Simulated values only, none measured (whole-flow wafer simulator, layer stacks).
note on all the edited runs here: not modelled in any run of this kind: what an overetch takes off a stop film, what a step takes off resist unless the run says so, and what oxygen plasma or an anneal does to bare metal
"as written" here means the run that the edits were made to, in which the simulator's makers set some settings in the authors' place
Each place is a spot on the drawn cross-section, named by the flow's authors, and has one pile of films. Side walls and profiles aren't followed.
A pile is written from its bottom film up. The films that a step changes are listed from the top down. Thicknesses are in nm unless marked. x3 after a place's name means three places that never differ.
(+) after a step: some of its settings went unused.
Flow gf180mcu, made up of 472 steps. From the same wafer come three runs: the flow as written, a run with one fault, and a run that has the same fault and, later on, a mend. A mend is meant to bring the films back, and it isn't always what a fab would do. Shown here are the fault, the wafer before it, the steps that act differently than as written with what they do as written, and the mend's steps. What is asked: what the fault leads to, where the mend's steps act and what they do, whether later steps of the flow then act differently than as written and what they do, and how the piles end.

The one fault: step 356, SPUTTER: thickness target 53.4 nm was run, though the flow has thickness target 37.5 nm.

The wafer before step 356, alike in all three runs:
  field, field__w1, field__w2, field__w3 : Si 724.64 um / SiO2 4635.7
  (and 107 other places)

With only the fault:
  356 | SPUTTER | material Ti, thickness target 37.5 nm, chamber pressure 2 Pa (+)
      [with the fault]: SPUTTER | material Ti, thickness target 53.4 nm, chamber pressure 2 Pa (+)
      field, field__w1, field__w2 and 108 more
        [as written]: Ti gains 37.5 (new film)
        [with the fault]: Ti gains 53.4 (new film)
  Later steps of the flow acting differently than as written:
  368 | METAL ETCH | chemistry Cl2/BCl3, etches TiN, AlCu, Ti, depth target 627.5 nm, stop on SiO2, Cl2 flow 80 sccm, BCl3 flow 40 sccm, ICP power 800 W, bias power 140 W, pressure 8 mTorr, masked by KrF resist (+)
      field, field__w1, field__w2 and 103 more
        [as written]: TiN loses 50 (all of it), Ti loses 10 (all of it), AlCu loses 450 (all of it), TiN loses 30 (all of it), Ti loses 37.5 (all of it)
        [with the fault]: TiN loses 50 (all of it), Ti loses 10 (all of it), AlCu loses 450 (all of it), TiN loses 30 (all of it), Ti loses 53.4 (all of it)
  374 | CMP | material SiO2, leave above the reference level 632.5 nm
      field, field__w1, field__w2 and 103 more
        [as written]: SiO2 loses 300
        [with the fault]: SiO2 loses 284.1
  The piles end different from the flow's at field__w8, contact, m1, m1__w1, m1_nw by more than 2% or 0.5 nm, whichever is larger.
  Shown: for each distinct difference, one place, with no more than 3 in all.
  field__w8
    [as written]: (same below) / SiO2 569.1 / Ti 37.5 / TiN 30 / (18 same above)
    [with the fault]: (same below) / SiO2 569.1 / Ti 53.4 / TiN 30 / (18 same above)
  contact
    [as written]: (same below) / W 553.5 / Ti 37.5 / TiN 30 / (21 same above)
    [with the fault]: (same below) / W 553.5 / Ti 53.4 / TiN 30 / (21 same above)

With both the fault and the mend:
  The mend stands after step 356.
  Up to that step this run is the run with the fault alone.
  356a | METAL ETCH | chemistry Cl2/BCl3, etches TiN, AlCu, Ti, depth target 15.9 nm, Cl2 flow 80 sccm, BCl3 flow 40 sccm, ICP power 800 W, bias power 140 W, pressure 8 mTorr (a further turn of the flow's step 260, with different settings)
      field, field__w1, field__w2 and 108 more
        Ti loses 15.9
  Later steps of the flow that are run all act as written at every place that is followed.
  By the end, the piles equal the flow's at every place that both follow.
